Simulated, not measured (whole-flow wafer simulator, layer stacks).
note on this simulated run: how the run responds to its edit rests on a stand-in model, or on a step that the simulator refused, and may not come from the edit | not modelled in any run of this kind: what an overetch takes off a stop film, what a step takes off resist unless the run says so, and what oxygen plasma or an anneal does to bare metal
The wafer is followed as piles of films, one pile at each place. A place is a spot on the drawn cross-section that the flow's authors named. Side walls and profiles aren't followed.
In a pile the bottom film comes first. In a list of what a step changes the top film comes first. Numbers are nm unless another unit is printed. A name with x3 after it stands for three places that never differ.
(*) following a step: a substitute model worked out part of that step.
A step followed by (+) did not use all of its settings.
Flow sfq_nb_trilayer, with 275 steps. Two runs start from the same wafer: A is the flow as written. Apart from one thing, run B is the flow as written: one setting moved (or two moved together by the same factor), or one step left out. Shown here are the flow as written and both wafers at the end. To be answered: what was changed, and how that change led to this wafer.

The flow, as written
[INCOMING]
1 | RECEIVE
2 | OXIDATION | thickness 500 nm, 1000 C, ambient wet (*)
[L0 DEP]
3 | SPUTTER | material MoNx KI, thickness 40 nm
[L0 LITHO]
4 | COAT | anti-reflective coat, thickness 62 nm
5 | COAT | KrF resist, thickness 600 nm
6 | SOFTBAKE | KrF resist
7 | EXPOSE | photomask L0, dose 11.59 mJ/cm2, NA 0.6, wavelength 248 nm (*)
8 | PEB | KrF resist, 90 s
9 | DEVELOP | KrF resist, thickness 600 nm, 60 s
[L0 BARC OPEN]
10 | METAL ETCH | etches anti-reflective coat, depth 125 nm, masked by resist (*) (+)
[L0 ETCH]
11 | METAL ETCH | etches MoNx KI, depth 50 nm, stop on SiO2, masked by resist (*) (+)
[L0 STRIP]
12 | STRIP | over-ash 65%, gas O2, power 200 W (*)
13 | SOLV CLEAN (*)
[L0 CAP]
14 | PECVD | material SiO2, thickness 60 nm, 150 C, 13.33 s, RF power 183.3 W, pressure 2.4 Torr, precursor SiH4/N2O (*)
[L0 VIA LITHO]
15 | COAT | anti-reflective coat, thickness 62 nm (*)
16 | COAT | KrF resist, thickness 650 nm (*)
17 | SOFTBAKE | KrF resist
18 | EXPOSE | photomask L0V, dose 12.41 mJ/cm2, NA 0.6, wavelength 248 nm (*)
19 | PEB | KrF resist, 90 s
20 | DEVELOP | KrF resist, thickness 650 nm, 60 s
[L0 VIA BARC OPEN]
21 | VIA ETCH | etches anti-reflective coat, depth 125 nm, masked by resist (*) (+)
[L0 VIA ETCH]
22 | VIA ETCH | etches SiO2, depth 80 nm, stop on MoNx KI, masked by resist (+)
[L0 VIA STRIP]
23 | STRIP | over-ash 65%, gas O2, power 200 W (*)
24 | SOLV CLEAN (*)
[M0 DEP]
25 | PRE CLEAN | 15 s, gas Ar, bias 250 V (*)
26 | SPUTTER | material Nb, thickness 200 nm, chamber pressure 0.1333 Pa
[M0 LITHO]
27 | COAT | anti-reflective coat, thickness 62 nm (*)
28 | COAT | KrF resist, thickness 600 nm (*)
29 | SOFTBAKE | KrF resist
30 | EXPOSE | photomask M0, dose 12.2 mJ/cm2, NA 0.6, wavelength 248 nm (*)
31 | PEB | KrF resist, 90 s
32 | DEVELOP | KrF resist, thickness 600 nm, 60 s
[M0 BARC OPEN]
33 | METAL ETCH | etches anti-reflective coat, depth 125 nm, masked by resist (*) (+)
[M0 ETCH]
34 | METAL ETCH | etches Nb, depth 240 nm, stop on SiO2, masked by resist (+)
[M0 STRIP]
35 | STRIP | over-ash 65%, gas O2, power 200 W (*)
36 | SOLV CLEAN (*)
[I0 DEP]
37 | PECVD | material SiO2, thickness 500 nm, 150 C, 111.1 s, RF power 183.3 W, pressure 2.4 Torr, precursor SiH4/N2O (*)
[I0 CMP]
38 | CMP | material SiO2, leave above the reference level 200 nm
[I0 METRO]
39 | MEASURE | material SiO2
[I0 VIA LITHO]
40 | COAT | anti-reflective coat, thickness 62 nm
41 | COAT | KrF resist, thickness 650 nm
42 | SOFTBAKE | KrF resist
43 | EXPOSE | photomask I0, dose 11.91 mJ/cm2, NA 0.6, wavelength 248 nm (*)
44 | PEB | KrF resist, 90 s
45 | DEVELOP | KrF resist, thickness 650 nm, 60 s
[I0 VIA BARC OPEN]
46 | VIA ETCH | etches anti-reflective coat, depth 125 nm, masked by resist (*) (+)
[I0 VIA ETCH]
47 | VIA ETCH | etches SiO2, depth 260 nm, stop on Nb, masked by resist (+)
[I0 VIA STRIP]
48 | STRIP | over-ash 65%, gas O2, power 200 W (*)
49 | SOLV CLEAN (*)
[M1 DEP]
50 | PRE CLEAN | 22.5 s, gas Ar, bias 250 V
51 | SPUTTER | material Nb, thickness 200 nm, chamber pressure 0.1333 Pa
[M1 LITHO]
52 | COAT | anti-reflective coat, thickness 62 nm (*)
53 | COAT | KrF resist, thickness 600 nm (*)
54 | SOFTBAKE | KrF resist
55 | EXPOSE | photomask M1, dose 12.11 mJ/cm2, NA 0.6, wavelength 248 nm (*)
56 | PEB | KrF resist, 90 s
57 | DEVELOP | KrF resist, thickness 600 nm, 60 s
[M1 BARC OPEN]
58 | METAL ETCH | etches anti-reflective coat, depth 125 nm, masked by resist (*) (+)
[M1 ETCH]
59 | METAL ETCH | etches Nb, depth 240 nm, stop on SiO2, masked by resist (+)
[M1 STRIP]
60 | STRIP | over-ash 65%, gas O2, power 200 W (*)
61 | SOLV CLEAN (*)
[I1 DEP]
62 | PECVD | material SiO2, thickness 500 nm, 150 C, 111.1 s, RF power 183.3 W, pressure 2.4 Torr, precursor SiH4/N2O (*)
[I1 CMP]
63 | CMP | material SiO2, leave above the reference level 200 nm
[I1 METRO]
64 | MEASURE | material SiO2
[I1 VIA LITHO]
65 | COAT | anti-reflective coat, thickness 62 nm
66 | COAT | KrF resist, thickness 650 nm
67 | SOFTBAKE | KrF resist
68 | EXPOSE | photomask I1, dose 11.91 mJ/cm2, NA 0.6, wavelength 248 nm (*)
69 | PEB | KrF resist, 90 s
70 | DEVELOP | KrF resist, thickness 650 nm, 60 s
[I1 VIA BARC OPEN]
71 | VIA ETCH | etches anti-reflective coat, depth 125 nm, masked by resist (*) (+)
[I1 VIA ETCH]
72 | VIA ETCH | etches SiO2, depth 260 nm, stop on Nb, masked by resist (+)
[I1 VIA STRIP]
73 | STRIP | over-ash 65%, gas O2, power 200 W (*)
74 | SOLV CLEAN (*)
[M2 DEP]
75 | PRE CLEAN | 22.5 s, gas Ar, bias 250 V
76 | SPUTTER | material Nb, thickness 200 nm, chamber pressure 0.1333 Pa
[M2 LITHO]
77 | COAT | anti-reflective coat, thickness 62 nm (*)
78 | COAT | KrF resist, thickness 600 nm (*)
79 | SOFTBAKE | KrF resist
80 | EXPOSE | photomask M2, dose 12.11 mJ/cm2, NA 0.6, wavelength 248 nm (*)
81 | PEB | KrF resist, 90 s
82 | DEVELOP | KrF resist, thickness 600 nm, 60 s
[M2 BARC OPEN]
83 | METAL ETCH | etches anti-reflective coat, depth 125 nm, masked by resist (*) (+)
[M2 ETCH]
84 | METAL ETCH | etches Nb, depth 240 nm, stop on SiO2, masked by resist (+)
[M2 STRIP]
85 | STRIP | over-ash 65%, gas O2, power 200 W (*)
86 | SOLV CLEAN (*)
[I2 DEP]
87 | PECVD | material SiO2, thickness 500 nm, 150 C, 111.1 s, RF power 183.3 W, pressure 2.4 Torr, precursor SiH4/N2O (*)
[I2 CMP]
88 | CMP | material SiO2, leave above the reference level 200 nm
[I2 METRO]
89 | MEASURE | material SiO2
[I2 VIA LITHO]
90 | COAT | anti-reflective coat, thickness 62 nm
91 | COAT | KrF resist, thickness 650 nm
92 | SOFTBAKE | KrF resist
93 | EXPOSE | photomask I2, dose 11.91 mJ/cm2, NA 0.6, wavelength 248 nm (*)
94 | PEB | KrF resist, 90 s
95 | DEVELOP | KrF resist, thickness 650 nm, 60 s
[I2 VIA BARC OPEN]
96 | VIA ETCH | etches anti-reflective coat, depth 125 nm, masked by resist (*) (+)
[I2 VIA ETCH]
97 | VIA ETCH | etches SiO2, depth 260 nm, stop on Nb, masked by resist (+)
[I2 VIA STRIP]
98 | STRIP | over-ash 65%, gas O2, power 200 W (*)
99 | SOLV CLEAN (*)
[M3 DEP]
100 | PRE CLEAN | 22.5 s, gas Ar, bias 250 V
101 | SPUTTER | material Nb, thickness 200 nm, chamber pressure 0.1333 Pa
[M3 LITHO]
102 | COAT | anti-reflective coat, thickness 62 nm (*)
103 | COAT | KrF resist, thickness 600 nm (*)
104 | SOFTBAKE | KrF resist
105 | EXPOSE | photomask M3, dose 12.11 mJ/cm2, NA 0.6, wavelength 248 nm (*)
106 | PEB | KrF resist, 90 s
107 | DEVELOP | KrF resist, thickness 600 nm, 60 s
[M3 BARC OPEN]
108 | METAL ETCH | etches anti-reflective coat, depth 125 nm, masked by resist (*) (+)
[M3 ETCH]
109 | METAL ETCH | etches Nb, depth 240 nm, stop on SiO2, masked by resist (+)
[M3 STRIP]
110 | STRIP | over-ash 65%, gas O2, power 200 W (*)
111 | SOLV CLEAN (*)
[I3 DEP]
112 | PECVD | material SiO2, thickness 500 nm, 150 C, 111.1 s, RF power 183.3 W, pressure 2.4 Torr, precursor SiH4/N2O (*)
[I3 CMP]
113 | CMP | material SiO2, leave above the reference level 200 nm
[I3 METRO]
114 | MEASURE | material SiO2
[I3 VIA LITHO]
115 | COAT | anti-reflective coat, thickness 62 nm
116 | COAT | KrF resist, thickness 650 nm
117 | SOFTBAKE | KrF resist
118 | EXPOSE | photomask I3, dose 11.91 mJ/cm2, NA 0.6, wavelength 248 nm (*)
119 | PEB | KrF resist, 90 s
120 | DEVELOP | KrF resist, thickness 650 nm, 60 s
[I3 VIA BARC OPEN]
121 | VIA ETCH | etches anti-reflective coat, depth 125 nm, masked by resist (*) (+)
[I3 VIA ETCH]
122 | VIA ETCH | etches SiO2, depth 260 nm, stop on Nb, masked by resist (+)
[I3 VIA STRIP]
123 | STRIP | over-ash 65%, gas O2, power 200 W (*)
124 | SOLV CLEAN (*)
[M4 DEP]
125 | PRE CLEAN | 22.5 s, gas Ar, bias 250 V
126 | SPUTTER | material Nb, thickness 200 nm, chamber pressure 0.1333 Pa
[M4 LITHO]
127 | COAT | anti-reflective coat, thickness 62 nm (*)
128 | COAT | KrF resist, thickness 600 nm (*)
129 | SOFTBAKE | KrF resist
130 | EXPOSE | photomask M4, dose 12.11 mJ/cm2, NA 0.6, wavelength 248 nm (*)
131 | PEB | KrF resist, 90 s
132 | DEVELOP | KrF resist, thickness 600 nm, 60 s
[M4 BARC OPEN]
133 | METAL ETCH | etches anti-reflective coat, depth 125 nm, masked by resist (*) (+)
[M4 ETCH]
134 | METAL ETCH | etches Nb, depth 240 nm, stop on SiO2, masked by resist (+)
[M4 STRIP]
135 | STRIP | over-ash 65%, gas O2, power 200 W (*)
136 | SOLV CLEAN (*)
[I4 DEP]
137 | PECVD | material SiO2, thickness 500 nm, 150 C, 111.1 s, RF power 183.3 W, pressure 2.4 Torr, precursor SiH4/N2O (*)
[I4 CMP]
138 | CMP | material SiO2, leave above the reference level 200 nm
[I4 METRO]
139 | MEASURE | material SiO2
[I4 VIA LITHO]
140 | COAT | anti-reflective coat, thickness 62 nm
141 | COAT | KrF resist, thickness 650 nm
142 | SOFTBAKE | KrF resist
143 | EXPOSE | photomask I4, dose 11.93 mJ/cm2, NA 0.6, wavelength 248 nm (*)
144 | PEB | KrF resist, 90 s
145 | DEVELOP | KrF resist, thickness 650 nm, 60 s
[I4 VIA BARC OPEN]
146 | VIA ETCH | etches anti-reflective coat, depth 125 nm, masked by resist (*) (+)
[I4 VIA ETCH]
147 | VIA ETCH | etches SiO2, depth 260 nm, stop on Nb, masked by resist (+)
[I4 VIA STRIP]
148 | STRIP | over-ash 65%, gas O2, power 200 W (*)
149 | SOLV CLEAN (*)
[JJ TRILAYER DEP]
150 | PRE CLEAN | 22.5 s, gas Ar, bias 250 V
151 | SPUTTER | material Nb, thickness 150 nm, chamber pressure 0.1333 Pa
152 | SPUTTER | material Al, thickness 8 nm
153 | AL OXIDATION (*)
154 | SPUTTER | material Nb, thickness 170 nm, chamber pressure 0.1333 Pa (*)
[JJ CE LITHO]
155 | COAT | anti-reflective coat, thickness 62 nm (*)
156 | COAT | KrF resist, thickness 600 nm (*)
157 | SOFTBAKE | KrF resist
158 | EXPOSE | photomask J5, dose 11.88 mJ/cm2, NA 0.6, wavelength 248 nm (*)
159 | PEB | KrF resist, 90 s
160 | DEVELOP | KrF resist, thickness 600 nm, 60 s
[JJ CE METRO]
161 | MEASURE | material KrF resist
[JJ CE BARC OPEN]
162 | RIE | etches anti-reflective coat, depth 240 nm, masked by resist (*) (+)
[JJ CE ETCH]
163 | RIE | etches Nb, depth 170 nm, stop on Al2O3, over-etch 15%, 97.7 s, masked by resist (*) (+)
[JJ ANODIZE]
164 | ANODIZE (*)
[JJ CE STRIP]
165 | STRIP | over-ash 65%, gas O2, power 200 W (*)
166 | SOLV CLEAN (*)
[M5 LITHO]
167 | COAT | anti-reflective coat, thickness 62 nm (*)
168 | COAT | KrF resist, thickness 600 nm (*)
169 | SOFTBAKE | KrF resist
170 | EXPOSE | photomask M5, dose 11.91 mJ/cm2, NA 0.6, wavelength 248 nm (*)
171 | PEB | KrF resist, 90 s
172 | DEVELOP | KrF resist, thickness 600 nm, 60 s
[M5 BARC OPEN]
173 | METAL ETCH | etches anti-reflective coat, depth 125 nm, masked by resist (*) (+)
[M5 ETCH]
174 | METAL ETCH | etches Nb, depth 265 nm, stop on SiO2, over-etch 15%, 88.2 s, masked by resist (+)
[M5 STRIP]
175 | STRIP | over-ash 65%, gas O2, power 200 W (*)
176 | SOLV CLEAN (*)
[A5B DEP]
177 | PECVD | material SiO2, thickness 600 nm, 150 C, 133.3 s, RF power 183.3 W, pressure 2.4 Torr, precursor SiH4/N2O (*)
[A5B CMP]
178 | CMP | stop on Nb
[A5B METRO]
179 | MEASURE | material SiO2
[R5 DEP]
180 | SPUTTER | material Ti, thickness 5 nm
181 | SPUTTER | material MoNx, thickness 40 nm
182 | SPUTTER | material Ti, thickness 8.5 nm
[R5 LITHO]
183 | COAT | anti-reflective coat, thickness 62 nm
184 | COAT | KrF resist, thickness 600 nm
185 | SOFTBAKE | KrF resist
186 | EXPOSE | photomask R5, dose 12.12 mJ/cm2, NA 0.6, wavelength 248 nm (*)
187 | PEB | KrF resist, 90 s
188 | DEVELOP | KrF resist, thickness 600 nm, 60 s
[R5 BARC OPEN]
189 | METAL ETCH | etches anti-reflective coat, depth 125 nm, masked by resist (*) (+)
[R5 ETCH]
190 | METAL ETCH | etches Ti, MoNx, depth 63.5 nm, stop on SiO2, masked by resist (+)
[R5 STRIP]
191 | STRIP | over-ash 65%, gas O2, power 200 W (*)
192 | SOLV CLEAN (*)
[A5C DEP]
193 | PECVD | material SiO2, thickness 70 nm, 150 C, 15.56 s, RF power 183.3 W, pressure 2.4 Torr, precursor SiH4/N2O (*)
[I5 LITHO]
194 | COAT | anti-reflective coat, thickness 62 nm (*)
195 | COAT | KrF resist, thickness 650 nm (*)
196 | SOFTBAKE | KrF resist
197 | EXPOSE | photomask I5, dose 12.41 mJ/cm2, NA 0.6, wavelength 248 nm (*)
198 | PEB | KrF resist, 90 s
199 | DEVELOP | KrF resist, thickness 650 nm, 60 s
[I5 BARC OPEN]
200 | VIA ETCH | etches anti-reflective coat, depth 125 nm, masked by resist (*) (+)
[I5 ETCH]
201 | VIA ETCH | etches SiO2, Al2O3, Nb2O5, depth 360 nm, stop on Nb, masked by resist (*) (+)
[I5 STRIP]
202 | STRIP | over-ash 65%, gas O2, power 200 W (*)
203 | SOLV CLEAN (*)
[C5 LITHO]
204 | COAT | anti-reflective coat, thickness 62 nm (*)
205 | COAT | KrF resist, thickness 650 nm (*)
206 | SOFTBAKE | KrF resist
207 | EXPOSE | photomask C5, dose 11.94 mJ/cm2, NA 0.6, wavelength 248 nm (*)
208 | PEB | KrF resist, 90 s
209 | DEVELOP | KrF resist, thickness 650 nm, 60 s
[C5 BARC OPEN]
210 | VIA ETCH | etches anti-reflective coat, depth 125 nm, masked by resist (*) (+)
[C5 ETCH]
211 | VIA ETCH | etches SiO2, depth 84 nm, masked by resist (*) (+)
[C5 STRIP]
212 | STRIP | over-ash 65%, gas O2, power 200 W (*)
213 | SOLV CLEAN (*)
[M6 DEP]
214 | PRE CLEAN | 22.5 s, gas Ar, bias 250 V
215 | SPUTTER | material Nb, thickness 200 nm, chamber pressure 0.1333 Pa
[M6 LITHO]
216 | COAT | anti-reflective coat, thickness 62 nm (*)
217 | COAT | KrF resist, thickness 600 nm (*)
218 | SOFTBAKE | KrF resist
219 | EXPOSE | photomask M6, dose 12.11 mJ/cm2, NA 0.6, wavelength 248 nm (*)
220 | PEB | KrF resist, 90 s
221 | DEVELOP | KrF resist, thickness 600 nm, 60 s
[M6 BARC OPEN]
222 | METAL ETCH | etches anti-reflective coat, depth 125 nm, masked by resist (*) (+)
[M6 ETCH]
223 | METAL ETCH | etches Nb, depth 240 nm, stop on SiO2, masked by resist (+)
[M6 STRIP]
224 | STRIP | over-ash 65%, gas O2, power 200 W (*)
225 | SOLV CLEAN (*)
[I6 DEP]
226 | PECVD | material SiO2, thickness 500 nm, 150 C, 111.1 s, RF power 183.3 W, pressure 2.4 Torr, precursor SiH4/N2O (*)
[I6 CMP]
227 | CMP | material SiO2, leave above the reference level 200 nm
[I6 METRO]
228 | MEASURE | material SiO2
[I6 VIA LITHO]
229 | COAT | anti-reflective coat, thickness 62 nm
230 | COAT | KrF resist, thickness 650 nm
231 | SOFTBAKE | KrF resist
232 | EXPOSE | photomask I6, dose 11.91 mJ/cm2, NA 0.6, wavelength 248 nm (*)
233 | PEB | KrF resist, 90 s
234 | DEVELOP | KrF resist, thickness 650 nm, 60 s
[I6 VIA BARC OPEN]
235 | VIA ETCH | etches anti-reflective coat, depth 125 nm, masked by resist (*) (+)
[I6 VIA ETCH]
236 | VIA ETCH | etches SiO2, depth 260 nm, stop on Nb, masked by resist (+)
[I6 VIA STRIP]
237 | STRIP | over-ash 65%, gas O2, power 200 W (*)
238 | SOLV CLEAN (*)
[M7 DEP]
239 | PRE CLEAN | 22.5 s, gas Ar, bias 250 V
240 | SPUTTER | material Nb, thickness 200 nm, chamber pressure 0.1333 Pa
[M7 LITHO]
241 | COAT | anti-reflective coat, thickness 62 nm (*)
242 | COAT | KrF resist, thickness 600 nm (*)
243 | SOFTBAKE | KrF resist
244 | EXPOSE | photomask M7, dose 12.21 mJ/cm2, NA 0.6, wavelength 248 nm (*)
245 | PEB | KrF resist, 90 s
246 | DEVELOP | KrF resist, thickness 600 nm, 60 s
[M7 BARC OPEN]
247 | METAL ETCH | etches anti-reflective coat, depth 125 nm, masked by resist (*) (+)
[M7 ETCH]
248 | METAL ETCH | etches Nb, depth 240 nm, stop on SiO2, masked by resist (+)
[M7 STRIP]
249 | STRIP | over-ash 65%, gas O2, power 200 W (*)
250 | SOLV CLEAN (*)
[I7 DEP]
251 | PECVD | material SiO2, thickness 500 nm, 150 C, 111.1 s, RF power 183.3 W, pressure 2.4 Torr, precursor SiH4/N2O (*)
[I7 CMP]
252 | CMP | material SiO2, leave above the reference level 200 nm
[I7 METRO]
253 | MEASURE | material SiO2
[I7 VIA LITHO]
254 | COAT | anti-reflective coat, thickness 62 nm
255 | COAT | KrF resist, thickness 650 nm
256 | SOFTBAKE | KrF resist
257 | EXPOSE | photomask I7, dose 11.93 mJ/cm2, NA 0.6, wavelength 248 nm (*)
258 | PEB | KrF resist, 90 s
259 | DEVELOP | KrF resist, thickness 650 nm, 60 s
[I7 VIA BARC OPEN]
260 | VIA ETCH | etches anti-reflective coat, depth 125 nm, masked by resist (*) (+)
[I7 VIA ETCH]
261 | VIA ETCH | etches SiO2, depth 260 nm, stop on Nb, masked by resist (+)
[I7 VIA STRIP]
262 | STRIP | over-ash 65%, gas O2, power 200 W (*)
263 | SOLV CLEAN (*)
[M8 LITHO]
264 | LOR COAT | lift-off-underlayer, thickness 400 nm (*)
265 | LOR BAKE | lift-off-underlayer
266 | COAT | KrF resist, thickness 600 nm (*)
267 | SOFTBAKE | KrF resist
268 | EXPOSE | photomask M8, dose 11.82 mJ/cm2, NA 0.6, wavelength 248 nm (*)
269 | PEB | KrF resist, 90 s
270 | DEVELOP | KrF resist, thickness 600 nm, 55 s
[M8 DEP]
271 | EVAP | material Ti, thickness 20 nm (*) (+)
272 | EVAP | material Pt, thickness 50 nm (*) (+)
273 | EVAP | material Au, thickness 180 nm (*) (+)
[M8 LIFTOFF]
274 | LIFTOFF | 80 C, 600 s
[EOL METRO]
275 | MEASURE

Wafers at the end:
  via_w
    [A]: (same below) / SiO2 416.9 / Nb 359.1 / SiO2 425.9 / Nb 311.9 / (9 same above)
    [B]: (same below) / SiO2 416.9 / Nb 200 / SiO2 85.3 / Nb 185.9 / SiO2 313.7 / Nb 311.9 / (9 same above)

The reason: step 97, VIA ETCH: depth 107 nm was run, though the flow has depth 260 nm.

Step by step, how the change led to this:
  97 | VIA ETCH | etches SiO2, depth 260 nm, stop on Nb, masked by resist (+)
      via_w: A -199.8 SiO2 (all of it) | B -107 SiO2
      field_l, v_sur, via_wl and 102 more: A -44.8 KrF resist | B -18.4 KrF resist
  98 | STRIP | over-ash 65%, gas O2, power 200 W (*)
      field_l, v_sur, via_wl and 102 more: A -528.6 KrF resist (all of it), -62 anti-reflective coat (all of it) | B -555 KrF resist (all of it), -62 anti-reflective coat (all of it)
  100 | PRE CLEAN | 22.5 s, gas Ar, bias 250 V
      via_w: A -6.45 Nb | B -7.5 SiO2
  101 | SPUTTER | material Nb, thickness 200 nm, chamber pressure 0.1333 Pa
      via_w: A +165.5 Nb | B +185.9 Nb (new film)
  102 | COAT | anti-reflective coat, thickness 62 nm (*)
      via_wl, via_wr: A +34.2 anti-reflective coat (new film) | B +31.9 anti-reflective coat (new film)
      v_sur: A +61.1 anti-reflective coat (new film) | B +56.7 anti-reflective coat (new film)
      (also at 2 further places)
  103 | COAT | KrF resist, thickness 600 nm (*)
      via_wl: A +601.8 KrF resist (new film) | B +614.9 KrF resist (new film)
      via_w: A +737.9 KrF resist (new film) | B +656 KrF resist (new film)
      (also at 1 further place)
  110 | STRIP | over-ash 65%, gas O2, power 200 W (*)
      v_sur: A -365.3 KrF resist (all of it), -61.1 anti-reflective coat (all of it) | B -376.6 KrF resist (all of it), -56.7 anti-reflective coat (all of it)
      via_wl: A -384.2 KrF resist (all of it), -34.2 anti-reflective coat (all of it) | B -397.3 KrF resist (all of it), -31.9 anti-reflective coat (all of it)
      (also at 3 further places)
  112 | PECVD | material SiO2, thickness 500 nm, 150 C, 111.1 s, RF power 183.3 W, pressure 2.4 Torr, precursor SiH4/N2O (*)
      via_w: A +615 SiO2 (new film) | B +500 SiO2 (new film)
Taking metal films that touch as one body, via_w has 6 bodies (between them, from the top down: SiO2 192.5; SiO2 427.3 / Al2O3 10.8 / Nb2O5 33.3; SiO2 313.7; SiO2 85.3; SiO2 416.9); the flow as written gives 5 bodies (between them, from the top down: SiO2 192.5; SiO2 427.3 / Al2O3 10.8 / Nb2O5 33.3; SiO2 425.9; SiO2 416.9).
